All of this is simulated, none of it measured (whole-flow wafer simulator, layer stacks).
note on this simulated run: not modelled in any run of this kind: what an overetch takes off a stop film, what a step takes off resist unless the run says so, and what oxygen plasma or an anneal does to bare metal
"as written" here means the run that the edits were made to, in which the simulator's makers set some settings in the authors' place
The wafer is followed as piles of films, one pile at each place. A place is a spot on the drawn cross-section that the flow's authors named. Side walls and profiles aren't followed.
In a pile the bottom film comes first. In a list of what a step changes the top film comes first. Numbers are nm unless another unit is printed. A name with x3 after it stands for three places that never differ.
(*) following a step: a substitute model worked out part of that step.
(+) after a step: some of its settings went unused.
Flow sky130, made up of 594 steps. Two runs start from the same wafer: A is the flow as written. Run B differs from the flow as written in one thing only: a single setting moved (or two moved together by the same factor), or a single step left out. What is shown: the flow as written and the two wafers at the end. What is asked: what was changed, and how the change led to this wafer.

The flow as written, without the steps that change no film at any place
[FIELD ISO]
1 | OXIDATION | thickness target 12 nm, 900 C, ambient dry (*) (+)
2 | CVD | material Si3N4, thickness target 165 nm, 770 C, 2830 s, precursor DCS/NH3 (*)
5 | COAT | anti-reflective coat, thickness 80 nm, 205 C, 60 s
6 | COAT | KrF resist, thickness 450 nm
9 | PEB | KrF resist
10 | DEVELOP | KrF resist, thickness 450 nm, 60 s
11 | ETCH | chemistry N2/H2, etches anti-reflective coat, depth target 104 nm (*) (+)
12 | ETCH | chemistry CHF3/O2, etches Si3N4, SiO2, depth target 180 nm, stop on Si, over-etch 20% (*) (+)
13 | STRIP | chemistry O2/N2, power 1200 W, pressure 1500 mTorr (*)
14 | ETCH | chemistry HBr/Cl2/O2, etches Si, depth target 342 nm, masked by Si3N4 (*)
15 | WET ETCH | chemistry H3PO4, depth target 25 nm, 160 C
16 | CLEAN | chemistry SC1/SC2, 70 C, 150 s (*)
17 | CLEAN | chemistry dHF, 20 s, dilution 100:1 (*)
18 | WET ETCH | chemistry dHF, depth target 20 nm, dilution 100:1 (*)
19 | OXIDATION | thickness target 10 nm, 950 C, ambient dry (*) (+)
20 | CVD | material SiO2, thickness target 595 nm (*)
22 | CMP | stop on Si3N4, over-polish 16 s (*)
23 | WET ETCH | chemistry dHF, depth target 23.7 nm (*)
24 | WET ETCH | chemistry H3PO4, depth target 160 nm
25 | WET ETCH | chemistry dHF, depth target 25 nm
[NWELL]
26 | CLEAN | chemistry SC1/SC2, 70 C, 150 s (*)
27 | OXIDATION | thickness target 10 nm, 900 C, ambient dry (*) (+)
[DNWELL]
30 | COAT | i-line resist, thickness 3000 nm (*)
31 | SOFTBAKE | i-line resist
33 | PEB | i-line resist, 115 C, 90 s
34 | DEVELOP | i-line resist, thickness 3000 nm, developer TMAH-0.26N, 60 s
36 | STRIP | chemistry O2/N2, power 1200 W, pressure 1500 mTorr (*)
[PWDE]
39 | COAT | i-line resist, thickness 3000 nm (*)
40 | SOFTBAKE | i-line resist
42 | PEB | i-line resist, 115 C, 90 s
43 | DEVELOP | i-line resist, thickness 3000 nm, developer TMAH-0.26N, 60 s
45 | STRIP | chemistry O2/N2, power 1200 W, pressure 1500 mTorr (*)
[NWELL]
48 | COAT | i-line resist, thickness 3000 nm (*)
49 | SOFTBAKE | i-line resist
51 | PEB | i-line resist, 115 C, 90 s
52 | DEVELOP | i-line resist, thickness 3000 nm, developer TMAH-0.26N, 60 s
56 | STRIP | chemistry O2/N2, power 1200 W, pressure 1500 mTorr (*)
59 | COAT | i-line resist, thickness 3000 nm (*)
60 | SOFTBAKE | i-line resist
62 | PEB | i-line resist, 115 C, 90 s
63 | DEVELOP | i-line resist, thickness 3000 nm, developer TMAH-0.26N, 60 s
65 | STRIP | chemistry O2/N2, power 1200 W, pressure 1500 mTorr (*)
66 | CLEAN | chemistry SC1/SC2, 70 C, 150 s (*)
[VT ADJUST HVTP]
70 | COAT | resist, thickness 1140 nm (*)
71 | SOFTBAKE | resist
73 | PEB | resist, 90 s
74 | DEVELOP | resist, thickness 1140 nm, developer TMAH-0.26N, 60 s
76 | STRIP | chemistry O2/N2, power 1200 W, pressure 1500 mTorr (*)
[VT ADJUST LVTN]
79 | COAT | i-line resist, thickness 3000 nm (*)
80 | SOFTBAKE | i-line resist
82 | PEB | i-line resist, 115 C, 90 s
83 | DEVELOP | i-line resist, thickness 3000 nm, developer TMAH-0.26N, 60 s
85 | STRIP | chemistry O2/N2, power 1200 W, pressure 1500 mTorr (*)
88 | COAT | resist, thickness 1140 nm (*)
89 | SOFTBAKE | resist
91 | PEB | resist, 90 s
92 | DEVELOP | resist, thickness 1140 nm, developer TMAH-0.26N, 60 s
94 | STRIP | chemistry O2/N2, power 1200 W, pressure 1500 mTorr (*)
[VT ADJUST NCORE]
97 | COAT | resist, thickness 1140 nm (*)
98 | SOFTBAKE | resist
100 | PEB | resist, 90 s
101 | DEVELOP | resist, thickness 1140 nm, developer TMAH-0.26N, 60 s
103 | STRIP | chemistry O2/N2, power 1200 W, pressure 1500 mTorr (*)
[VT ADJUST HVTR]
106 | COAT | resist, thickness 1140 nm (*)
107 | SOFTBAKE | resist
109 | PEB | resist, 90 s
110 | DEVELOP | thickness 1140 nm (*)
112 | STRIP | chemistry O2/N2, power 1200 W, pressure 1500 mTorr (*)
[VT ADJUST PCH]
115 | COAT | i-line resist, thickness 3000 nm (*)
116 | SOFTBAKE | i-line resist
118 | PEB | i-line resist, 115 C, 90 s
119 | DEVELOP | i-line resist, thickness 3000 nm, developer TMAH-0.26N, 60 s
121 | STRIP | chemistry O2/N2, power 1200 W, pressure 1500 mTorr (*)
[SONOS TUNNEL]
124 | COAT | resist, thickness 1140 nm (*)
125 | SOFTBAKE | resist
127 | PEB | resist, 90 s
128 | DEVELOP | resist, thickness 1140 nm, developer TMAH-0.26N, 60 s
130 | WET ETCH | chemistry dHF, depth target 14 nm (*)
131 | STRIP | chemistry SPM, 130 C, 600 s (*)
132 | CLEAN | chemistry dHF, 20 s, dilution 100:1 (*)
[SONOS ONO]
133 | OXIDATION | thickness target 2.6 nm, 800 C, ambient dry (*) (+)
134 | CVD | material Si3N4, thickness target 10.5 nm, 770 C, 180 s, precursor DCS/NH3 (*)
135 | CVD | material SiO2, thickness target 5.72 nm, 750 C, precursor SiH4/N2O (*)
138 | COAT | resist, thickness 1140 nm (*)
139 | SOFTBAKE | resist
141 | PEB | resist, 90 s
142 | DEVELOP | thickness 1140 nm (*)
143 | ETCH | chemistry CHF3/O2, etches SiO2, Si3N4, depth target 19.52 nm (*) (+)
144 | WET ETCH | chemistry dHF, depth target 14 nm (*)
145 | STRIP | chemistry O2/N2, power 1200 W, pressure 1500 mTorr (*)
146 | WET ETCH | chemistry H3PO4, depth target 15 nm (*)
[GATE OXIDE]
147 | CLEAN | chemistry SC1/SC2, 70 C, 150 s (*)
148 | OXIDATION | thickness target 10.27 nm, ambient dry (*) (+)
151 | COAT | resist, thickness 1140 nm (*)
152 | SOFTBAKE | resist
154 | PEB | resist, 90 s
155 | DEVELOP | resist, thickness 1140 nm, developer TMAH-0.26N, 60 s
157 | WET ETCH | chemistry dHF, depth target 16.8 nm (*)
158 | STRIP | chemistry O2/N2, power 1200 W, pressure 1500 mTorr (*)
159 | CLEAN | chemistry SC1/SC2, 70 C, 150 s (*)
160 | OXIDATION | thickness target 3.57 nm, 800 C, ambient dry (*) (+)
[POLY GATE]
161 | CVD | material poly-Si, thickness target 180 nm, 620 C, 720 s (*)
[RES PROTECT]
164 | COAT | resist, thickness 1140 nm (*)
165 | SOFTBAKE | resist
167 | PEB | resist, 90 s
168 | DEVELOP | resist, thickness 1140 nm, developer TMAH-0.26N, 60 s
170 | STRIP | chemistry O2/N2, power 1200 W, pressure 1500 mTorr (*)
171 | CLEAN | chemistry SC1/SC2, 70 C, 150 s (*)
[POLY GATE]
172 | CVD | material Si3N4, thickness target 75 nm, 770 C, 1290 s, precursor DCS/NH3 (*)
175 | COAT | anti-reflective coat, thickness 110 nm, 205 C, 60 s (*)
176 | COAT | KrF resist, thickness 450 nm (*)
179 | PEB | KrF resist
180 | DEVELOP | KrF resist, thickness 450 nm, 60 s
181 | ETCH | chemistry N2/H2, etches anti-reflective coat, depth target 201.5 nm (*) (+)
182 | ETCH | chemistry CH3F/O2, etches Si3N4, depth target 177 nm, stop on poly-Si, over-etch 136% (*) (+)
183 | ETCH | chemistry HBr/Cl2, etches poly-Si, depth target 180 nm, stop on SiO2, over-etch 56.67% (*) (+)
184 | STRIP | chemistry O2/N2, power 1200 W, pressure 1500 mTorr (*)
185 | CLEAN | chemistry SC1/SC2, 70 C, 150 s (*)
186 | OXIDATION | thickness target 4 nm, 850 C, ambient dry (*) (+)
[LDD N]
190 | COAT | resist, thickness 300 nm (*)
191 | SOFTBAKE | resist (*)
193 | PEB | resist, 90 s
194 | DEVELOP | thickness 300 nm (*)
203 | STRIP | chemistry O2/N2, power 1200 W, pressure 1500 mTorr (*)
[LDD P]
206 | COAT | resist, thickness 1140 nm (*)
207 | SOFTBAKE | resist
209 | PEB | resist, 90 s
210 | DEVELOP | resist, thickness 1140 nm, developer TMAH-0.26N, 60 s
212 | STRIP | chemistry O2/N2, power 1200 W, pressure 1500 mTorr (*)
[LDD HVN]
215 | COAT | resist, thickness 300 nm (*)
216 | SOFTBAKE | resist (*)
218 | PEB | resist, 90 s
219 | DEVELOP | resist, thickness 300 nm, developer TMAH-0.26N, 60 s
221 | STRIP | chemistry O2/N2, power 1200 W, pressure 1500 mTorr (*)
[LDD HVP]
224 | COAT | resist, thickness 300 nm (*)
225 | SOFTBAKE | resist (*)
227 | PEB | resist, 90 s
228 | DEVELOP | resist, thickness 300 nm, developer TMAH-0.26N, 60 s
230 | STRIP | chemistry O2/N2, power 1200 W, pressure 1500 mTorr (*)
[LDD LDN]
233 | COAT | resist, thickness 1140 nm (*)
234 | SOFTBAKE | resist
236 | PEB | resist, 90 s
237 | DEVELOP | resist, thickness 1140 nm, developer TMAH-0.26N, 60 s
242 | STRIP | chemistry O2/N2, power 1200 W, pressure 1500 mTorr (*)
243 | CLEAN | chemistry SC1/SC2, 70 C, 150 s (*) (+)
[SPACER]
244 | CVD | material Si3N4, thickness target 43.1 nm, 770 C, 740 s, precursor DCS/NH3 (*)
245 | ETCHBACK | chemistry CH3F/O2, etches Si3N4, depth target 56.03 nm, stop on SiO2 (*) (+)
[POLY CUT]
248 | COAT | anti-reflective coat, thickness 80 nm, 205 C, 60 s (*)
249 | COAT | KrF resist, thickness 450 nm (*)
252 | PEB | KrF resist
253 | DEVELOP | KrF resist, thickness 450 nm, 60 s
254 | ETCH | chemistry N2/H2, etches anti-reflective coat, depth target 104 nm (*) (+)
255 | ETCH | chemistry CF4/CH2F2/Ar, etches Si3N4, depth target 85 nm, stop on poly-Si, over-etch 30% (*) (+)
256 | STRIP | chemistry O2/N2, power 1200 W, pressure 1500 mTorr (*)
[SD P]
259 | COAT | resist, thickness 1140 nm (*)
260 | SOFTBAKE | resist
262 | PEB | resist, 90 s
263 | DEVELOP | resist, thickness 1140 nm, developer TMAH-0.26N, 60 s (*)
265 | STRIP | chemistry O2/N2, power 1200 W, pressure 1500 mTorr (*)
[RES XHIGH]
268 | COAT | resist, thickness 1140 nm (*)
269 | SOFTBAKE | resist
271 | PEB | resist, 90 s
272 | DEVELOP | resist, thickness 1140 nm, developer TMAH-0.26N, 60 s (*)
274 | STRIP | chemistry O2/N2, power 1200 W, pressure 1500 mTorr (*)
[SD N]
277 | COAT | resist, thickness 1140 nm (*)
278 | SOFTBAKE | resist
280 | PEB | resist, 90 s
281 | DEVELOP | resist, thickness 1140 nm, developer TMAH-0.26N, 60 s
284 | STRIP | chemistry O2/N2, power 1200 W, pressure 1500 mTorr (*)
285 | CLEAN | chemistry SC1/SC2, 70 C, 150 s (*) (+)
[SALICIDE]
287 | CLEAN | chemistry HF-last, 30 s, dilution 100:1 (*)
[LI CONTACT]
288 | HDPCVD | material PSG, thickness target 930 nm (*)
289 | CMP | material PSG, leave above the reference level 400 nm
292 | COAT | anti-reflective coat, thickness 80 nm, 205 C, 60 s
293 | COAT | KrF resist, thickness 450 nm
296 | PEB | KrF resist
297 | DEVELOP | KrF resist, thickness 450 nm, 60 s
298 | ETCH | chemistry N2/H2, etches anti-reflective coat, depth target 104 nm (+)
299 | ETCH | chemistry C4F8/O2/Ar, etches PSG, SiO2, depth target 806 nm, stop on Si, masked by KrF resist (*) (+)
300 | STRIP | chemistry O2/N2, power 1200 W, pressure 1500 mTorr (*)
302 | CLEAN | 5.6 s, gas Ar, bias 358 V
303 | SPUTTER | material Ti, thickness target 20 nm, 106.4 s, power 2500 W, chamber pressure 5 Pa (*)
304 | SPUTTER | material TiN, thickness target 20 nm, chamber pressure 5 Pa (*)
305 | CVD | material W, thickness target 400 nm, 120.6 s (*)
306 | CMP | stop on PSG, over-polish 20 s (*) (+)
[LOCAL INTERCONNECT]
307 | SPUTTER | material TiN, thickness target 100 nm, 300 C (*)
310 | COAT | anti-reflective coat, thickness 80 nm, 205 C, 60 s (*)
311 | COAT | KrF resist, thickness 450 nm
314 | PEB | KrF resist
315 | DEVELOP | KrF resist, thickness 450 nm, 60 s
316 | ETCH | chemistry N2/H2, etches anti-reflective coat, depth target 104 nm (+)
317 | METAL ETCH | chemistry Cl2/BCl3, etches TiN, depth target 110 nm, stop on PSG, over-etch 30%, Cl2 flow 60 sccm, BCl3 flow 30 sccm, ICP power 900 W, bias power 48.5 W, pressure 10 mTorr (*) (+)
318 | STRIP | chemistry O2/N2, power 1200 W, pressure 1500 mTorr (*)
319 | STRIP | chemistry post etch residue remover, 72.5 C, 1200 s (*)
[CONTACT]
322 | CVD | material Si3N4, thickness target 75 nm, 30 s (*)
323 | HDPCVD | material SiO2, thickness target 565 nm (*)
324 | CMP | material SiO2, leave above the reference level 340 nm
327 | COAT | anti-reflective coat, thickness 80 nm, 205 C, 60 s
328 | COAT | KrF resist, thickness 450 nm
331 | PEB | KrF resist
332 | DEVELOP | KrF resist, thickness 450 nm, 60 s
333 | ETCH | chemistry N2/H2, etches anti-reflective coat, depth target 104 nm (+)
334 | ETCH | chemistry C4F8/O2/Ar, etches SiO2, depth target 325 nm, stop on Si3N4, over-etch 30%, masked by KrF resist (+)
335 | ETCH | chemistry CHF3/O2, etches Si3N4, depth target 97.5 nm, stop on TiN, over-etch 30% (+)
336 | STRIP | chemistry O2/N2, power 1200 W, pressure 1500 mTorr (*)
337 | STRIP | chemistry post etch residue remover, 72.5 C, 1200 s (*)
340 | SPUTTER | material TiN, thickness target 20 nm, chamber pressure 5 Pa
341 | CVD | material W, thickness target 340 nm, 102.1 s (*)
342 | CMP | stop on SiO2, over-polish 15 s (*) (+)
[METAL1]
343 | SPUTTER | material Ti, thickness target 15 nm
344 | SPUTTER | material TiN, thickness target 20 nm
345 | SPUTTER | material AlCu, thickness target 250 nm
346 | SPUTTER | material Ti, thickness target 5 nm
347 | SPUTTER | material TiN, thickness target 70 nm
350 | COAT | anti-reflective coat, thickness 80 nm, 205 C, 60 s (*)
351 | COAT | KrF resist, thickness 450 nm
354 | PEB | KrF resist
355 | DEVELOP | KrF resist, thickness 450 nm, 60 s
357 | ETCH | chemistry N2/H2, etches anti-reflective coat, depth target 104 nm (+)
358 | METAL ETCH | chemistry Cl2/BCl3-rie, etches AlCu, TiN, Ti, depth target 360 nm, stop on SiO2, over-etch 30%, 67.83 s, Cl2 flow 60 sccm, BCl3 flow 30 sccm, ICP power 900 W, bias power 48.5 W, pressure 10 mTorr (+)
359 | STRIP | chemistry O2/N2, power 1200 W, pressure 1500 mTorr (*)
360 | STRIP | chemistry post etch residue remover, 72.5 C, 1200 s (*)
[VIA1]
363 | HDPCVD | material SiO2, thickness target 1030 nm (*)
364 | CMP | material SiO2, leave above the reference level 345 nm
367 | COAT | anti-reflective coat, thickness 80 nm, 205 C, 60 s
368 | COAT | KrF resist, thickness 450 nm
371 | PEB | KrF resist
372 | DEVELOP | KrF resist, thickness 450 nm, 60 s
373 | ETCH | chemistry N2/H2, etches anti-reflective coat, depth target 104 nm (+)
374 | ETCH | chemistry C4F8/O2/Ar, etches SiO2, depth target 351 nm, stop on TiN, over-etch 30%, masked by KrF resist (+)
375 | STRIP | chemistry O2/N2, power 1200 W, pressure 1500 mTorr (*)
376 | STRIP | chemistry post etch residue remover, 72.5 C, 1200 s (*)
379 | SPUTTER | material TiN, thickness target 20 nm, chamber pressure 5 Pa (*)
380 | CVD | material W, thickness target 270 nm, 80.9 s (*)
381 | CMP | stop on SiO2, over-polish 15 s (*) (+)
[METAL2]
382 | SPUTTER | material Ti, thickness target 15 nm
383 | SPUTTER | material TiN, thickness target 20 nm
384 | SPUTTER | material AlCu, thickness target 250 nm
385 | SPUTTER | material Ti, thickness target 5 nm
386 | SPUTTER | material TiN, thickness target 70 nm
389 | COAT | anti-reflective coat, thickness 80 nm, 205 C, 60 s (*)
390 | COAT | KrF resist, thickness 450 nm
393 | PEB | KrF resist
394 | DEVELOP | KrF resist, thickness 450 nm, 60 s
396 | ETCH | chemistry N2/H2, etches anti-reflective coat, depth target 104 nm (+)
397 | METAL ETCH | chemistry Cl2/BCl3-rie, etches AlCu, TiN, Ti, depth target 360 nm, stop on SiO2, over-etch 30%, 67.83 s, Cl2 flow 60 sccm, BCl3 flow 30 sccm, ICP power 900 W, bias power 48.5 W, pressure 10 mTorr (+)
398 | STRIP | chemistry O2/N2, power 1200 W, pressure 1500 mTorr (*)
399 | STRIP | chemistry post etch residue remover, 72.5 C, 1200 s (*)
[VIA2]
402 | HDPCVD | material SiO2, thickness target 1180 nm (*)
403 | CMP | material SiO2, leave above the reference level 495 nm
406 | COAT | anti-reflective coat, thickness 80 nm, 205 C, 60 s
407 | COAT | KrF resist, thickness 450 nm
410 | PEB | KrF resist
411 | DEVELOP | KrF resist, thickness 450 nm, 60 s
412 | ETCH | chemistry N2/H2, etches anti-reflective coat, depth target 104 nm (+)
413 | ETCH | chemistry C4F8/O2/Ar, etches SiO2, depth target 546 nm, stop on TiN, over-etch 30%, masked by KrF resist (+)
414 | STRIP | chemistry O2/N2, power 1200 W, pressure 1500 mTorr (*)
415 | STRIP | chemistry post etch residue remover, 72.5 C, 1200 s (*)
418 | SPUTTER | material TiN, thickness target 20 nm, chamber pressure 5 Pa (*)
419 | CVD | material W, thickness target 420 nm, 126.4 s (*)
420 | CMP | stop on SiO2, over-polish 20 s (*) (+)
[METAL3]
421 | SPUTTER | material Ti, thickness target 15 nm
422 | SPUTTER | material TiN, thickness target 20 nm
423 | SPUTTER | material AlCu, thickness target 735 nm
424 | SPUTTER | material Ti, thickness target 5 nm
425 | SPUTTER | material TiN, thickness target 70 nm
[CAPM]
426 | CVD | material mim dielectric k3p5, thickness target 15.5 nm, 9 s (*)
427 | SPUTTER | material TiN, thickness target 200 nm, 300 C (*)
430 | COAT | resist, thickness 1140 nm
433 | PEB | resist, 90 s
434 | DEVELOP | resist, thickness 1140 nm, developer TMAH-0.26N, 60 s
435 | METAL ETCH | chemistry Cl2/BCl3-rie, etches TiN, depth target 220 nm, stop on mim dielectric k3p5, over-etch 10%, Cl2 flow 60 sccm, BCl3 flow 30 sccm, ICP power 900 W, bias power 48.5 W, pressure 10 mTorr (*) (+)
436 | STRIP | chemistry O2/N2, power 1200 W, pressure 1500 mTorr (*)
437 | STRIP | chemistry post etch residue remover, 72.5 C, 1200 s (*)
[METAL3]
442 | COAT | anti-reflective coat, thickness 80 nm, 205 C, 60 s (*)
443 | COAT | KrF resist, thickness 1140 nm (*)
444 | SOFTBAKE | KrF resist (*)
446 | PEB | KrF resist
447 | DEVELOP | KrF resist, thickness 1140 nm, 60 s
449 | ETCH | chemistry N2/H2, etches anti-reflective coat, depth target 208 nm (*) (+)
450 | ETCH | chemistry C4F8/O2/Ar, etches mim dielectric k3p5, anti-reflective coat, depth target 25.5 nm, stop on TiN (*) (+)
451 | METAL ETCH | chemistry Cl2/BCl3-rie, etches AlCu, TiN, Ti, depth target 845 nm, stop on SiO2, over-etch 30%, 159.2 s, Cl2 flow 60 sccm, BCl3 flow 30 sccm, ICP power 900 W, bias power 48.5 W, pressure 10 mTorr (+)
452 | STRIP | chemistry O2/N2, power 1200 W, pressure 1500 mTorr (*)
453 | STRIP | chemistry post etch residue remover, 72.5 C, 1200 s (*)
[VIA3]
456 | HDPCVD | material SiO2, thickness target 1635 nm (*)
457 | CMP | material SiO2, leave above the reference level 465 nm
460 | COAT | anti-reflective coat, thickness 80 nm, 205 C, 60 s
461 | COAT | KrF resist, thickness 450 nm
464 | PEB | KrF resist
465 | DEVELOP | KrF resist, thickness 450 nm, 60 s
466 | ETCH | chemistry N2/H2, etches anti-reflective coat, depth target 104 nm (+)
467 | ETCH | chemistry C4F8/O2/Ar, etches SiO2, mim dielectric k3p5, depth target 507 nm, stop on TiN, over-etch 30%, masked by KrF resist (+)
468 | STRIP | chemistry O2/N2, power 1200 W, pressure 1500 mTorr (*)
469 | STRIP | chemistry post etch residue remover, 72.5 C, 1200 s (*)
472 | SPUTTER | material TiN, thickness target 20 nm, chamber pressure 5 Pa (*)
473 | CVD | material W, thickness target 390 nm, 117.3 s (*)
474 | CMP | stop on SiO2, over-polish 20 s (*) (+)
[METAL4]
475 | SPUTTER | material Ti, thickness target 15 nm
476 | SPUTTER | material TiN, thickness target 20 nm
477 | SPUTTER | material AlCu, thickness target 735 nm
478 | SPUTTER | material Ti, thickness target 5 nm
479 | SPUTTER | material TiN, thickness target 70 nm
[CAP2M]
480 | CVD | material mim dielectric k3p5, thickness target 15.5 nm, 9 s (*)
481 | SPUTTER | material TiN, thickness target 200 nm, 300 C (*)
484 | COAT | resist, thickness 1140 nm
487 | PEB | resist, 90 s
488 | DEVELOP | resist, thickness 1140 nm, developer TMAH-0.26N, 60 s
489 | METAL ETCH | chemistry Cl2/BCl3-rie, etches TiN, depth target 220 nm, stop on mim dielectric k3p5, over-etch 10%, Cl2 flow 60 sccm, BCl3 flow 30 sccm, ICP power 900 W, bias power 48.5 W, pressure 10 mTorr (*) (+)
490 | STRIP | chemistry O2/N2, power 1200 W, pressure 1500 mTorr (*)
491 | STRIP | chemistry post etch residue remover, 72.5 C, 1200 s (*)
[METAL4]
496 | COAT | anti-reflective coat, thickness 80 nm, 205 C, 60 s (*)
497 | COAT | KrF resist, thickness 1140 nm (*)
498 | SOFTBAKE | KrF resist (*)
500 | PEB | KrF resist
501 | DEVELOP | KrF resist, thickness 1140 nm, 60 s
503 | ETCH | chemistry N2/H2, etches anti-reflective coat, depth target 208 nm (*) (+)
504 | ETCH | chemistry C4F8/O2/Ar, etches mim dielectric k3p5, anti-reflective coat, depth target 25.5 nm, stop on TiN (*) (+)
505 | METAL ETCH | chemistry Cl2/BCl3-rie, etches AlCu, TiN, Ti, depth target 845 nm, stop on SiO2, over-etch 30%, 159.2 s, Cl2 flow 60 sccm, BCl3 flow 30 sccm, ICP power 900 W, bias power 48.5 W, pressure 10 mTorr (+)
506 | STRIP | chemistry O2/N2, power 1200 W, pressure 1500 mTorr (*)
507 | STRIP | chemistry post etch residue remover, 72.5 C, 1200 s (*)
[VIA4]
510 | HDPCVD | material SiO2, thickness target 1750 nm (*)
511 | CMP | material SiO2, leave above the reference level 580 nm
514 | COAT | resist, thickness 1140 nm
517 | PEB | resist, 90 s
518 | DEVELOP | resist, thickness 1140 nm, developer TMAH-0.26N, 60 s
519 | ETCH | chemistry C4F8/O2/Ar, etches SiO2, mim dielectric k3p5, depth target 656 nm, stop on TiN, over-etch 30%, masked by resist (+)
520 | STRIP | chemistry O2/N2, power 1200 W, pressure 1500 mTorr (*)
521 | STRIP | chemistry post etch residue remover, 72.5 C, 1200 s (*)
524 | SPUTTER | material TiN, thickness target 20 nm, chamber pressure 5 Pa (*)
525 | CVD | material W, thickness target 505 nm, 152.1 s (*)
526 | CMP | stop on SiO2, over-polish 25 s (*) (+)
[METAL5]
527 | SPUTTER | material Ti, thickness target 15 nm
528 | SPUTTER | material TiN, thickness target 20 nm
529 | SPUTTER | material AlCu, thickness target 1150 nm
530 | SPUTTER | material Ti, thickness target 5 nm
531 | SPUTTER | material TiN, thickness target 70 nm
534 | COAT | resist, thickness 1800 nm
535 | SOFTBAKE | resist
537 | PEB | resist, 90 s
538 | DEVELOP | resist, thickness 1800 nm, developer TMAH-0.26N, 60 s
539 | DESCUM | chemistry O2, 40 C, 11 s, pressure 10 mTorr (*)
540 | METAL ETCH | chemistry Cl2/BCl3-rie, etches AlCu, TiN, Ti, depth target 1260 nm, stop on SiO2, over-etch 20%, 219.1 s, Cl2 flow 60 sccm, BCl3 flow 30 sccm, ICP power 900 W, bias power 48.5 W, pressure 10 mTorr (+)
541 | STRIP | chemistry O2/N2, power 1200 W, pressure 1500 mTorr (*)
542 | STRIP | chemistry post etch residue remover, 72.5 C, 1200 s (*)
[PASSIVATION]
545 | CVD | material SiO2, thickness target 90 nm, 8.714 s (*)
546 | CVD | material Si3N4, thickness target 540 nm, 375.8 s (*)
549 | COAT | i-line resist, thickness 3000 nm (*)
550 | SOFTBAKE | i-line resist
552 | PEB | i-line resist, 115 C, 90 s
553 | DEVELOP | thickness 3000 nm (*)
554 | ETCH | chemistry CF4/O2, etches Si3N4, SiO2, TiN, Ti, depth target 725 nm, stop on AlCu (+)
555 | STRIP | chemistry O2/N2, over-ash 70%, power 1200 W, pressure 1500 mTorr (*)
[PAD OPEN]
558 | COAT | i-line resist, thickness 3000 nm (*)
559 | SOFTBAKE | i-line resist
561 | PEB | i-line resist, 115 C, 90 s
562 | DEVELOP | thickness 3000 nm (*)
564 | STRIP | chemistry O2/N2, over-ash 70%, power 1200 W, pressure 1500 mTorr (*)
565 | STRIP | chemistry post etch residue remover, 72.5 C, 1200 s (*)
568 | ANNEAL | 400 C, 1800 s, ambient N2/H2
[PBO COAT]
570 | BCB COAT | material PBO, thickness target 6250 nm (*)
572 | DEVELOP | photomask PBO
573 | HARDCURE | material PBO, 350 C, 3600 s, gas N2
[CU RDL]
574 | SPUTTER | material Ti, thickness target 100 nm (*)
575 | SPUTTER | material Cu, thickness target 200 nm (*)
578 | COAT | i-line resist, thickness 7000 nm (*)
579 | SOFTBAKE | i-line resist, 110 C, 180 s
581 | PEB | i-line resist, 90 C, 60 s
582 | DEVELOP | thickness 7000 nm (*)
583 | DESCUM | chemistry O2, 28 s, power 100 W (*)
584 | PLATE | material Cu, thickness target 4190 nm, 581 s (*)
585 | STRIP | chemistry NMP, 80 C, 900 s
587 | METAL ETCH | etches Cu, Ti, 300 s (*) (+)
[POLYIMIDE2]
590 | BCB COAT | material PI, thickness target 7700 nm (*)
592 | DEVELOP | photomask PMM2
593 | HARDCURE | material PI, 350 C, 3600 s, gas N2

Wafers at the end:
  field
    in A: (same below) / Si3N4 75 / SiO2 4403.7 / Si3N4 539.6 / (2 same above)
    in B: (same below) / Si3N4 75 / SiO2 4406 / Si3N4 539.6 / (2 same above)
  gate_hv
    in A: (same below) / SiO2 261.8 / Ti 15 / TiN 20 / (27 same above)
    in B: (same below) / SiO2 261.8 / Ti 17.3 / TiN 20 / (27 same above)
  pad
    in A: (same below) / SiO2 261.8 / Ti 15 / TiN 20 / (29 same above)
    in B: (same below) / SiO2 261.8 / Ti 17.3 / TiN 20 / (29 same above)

What caused this: step 343, SPUTTER: thickness target 17.3 nm was run, though the flow has thickness target 15 nm.
The wafer lets one read it off: gate_hv has Ti 17.3, and step 343 as written asks for 15 nm.

How this came from the change, step by step:
  343 | SPUTTER | material Ti, thickness target 15 nm
      field, active, n_well and 188 more: A +15 Ti (new film) | B +17.3 Ti (new film)
  358 | METAL ETCH | chemistry Cl2/BCl3-rie, etches AlCu, TiN, Ti, depth target 360 nm, stop on SiO2, over-etch 30%, 67.83 s, Cl2 flow 60 sccm, BCl3 flow 30 sccm, ICP power 900 W, bias power 48.5 W, pressure 10 mTorr (+)
      field, active, gate and 81 more: A -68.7 TiN (all of it), -5 Ti (all of it), -250 AlCu (all of it), -20 TiN (all of it), -15 Ti (all of it), -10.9 SiO2 | B -68.7 TiN (all of it), -5 Ti (all of it), -250 AlCu (all of it), -20 TiN (all of it), -17.3 Ti (all of it), -10.7 SiO2
